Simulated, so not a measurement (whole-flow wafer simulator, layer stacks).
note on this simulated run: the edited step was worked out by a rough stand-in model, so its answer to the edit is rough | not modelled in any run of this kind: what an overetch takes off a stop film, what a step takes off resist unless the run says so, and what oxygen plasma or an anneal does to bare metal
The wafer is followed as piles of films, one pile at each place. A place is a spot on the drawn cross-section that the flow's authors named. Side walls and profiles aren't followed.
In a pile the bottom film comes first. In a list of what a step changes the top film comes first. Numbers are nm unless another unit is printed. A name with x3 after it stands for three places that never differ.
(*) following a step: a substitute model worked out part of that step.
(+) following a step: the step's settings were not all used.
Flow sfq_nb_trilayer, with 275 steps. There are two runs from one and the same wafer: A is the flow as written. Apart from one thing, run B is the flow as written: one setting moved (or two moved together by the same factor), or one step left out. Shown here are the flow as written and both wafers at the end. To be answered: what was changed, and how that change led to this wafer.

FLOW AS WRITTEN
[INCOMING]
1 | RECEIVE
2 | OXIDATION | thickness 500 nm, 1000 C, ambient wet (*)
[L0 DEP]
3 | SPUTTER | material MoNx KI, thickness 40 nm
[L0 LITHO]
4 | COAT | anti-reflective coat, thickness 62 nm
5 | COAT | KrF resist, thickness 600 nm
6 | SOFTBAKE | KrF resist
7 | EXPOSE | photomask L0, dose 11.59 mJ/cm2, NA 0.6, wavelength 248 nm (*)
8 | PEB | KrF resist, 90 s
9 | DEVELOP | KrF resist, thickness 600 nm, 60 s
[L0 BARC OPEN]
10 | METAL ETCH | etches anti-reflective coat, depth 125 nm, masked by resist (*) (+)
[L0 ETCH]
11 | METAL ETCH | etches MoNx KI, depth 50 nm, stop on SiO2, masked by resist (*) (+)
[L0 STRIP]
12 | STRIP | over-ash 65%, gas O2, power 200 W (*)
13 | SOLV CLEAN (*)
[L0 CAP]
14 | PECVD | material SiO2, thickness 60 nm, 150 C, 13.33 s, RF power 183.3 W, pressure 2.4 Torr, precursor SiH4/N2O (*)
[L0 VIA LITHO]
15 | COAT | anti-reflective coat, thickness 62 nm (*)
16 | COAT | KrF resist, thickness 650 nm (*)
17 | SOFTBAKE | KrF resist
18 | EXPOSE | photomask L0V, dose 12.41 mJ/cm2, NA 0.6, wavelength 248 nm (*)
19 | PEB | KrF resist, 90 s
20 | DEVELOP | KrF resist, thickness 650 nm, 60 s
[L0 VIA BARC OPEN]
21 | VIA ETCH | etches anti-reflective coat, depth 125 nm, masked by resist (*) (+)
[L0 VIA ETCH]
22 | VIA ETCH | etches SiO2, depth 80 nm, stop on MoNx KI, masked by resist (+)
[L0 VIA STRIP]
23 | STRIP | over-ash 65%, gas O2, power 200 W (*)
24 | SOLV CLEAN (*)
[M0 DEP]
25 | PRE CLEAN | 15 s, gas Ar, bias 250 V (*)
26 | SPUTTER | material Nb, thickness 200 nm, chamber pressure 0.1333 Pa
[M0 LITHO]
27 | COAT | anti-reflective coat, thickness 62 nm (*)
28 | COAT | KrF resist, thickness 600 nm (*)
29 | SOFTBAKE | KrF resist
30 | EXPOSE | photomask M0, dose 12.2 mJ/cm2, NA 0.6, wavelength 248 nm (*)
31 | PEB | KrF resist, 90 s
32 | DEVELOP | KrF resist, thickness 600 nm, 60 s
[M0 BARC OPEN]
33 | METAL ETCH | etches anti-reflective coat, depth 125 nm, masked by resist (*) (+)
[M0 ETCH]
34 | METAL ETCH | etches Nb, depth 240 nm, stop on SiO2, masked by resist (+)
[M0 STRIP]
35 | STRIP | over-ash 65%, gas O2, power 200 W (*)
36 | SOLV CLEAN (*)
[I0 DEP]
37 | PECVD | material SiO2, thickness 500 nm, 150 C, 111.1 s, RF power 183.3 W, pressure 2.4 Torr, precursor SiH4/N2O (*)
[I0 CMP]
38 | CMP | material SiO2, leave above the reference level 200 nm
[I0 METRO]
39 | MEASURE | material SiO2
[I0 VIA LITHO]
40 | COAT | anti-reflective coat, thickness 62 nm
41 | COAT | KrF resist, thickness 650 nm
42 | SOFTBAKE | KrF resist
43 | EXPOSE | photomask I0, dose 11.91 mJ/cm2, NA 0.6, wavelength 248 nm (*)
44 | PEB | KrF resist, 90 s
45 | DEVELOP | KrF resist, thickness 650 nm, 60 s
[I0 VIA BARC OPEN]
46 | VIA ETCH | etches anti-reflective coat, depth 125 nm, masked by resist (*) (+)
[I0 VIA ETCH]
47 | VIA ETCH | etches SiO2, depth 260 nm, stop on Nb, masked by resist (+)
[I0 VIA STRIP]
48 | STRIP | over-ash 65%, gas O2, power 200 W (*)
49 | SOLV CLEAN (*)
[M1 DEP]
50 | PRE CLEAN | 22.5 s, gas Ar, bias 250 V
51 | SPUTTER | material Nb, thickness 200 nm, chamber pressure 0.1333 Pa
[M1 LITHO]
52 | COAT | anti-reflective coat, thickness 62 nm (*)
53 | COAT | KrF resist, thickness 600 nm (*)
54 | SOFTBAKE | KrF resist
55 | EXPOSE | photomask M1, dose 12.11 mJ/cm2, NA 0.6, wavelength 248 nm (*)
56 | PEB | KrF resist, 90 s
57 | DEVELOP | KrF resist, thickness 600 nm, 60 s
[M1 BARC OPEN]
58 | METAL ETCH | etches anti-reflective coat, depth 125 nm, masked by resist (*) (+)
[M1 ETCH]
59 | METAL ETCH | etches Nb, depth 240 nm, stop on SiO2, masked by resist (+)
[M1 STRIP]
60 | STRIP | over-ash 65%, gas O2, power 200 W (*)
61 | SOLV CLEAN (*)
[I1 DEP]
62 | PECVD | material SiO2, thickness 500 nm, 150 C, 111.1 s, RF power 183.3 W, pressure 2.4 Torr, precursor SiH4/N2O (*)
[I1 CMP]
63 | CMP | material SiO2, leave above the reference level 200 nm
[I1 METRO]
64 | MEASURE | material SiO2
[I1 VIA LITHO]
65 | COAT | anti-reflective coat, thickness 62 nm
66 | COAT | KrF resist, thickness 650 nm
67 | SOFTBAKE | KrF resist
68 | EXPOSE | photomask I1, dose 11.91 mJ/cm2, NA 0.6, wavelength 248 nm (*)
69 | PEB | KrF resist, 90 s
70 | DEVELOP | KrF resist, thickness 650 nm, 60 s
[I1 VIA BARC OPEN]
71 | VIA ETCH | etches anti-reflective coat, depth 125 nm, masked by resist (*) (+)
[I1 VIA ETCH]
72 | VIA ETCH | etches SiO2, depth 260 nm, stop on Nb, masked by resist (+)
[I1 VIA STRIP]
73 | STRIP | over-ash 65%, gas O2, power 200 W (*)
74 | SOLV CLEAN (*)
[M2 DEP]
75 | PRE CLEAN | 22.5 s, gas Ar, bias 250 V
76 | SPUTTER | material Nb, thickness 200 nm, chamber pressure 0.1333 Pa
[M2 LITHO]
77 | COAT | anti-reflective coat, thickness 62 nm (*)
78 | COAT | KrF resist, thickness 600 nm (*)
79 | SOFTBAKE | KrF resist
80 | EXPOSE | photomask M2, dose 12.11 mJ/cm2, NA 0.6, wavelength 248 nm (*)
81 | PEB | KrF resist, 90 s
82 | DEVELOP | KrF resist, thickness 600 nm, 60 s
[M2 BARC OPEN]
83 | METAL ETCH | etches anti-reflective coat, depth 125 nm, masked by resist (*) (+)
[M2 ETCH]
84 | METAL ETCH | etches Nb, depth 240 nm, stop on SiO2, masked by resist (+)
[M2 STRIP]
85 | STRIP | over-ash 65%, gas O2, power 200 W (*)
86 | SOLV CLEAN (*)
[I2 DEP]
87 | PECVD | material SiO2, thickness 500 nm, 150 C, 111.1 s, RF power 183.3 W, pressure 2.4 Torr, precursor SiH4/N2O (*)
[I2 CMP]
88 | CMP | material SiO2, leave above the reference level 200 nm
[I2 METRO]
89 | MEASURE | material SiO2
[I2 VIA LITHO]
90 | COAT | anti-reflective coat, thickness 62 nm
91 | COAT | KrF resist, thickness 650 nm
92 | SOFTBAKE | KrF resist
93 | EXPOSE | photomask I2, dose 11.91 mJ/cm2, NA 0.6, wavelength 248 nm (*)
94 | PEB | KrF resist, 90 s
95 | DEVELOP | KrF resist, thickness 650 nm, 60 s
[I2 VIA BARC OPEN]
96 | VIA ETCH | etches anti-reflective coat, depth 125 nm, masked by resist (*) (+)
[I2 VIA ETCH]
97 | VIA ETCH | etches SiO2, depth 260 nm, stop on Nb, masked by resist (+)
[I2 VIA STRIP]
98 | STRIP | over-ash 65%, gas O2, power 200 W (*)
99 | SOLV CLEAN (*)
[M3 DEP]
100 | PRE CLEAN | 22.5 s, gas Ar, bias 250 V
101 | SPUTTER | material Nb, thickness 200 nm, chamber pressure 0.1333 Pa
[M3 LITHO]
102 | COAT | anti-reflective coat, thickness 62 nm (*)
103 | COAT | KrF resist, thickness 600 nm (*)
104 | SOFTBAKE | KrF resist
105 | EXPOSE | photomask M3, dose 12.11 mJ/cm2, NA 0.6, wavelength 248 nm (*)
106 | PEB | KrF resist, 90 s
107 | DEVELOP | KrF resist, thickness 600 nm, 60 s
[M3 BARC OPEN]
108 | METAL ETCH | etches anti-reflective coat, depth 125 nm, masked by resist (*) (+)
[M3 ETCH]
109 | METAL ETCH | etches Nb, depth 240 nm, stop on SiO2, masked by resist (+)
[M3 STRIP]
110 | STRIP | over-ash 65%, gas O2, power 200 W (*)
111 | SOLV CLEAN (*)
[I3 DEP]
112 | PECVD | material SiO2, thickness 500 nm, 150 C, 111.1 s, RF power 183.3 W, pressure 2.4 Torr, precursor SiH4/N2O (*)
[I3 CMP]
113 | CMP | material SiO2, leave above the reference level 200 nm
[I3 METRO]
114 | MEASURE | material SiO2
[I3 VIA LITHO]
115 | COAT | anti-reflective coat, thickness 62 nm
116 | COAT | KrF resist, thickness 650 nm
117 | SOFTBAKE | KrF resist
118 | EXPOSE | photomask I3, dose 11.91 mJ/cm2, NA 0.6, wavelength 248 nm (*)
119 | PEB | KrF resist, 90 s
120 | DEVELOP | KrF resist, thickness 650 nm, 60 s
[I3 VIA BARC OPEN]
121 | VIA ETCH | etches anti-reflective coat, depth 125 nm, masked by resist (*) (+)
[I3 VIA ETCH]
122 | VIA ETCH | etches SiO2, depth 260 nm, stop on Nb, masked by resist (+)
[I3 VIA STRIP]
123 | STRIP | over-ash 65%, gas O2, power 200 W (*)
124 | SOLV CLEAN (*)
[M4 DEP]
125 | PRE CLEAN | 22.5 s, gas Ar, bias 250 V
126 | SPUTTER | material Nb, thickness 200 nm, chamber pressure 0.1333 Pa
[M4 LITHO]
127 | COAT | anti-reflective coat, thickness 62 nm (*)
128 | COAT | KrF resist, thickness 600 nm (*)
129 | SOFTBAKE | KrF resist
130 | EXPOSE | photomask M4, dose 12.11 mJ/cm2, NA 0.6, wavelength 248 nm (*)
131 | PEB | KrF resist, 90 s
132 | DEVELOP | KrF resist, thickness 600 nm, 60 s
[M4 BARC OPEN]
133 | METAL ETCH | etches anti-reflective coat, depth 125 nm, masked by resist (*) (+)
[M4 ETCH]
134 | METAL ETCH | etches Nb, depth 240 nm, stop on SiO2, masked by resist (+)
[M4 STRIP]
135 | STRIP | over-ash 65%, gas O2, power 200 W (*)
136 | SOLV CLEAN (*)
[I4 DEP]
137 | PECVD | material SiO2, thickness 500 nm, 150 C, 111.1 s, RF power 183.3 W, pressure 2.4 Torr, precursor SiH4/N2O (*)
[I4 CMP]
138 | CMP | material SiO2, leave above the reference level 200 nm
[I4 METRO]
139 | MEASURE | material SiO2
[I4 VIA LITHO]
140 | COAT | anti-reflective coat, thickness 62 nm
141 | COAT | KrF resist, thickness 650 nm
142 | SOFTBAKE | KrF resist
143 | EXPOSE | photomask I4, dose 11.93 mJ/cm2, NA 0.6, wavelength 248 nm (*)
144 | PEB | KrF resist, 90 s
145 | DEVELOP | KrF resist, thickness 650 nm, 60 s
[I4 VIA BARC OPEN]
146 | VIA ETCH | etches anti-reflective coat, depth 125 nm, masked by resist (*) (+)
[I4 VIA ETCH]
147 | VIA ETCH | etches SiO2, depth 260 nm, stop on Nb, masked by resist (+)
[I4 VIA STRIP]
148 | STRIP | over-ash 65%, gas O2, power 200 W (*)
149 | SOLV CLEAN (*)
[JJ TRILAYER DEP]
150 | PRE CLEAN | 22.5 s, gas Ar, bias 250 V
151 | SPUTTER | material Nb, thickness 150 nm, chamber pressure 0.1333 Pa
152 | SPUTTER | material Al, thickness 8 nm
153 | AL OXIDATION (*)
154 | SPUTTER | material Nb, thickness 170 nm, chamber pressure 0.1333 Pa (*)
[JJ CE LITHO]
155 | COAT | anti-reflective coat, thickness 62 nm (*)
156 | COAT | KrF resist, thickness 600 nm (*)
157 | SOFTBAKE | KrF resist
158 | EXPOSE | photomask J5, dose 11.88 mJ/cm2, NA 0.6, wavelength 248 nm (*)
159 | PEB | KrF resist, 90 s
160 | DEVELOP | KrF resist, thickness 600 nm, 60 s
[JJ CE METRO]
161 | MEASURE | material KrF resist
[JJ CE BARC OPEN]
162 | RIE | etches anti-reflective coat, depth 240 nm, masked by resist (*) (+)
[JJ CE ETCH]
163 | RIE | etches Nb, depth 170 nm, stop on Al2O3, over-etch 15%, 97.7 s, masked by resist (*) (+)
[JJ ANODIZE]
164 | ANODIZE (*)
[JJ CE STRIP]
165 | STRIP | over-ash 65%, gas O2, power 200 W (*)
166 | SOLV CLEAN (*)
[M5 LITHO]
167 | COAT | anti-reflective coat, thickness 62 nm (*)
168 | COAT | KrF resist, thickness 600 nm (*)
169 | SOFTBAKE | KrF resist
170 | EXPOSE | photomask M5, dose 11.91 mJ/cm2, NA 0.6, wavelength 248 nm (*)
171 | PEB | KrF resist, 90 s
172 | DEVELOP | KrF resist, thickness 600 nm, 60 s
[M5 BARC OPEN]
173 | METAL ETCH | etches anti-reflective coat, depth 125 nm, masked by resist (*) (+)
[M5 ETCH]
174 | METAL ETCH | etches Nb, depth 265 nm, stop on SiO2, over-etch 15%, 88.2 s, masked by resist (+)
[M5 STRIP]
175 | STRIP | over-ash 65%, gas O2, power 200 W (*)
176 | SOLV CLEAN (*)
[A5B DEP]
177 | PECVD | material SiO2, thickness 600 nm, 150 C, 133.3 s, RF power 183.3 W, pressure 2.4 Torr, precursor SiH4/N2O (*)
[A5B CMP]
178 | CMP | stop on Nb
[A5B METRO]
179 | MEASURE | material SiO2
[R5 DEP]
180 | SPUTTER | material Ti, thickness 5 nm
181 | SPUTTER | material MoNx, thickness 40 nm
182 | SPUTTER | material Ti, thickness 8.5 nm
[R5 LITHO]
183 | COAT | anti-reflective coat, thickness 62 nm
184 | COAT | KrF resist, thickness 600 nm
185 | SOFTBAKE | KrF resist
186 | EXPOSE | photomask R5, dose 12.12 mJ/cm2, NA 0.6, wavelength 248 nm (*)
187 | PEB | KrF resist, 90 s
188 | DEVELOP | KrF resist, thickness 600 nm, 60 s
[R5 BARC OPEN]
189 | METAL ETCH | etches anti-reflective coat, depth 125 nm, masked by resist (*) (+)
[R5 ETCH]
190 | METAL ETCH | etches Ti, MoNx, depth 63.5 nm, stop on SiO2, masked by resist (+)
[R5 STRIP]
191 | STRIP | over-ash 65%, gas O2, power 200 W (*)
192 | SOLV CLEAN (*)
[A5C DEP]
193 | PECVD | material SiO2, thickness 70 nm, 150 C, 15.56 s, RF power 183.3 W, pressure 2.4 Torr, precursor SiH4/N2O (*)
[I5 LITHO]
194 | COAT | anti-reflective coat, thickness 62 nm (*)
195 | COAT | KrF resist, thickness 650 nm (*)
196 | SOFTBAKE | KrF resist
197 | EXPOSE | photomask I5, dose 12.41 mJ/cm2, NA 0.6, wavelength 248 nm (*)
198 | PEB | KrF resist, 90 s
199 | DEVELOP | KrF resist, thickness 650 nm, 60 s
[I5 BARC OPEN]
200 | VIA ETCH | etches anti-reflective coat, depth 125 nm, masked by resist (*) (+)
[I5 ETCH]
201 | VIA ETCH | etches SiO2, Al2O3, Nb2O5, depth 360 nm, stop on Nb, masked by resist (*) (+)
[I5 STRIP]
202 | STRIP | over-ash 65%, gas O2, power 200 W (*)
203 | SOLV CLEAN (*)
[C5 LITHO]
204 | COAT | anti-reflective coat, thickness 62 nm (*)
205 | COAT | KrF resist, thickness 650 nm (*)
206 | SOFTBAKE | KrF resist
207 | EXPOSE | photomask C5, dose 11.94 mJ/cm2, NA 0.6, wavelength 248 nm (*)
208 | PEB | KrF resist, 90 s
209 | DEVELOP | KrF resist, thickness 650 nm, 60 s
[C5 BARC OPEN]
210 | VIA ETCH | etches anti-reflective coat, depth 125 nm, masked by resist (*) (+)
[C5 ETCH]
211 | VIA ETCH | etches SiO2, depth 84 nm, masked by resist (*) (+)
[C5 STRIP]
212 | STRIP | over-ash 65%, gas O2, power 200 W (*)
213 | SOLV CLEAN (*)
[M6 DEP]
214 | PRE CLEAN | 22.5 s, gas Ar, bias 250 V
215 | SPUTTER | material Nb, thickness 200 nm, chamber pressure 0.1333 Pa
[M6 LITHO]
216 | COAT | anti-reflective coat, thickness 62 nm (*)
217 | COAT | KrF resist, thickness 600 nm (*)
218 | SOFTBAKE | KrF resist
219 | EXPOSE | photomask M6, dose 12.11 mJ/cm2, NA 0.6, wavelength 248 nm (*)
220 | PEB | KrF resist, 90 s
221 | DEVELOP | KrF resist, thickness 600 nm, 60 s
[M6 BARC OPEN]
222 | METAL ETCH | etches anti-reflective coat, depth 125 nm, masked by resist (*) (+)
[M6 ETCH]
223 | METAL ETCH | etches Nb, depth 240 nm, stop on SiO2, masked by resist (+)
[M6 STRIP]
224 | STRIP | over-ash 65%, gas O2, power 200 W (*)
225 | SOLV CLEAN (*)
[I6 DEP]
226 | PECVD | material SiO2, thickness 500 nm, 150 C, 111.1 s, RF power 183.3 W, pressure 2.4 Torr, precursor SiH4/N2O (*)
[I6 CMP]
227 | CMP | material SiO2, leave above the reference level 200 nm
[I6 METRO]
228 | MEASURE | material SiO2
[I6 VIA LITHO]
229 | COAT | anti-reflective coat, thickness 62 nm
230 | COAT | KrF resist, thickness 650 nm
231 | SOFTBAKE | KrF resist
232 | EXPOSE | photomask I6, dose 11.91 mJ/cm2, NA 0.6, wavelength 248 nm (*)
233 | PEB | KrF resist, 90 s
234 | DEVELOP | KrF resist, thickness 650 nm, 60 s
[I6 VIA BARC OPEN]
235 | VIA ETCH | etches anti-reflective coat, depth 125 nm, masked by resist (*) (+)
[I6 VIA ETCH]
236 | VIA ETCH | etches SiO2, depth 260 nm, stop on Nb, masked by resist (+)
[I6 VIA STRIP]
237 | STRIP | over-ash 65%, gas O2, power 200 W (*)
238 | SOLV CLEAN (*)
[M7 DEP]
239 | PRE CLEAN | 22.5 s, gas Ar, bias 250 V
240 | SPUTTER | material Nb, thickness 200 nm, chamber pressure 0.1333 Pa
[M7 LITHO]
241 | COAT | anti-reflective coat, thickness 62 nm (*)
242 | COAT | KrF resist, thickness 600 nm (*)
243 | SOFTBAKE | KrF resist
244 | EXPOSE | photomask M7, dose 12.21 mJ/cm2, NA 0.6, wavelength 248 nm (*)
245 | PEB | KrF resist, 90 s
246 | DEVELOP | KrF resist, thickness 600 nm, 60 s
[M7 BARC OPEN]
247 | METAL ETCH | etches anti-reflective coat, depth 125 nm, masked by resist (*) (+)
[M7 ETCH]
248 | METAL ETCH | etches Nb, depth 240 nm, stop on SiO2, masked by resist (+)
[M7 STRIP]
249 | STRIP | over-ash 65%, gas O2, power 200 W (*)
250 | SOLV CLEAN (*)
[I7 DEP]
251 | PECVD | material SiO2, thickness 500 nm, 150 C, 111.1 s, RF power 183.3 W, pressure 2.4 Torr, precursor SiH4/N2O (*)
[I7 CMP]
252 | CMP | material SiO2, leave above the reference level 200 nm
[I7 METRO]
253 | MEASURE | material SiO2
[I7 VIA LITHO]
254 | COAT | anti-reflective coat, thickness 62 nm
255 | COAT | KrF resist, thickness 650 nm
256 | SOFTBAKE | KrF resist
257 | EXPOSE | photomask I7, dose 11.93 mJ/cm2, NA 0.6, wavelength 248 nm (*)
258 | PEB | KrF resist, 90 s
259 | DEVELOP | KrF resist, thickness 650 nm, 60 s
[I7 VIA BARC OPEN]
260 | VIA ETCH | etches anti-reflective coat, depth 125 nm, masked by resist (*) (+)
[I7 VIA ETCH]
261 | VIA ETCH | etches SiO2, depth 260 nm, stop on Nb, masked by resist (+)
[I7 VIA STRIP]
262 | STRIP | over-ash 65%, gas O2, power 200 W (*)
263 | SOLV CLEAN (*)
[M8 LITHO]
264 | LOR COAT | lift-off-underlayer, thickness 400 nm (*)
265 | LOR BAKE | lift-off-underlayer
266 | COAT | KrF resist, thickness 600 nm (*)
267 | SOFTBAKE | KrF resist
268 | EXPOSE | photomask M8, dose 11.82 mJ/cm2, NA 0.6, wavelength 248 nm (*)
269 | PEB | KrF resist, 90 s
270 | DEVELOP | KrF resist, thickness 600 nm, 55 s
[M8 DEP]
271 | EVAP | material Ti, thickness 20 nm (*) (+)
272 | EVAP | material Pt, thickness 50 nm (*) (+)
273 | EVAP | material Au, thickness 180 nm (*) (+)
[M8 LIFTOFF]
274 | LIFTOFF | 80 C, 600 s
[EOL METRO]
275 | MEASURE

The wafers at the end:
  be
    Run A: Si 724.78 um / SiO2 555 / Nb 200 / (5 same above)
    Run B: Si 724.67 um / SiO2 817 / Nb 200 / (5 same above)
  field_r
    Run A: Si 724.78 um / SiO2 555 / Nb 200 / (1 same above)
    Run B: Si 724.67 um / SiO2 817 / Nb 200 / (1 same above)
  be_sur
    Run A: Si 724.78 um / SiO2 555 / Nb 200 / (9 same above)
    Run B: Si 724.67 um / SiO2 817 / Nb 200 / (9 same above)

Cause: step 2, OXIDATION: thickness 762 nm was run, whereas the flow has thickness 500 nm.

How this came from the change, step by step:
  2 | OXIDATION | thickness 500 nm, 1000 C, ambient wet (*)
      field_l, v_sur, via_wl and 103 more: A SiO2 gains 500 (new film), chemical SiO2 loses 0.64 (all of it), Si loses 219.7 | B SiO2 gains 762 (new film), chemical SiO2 loses 0.64 (all of it), Si loses 335
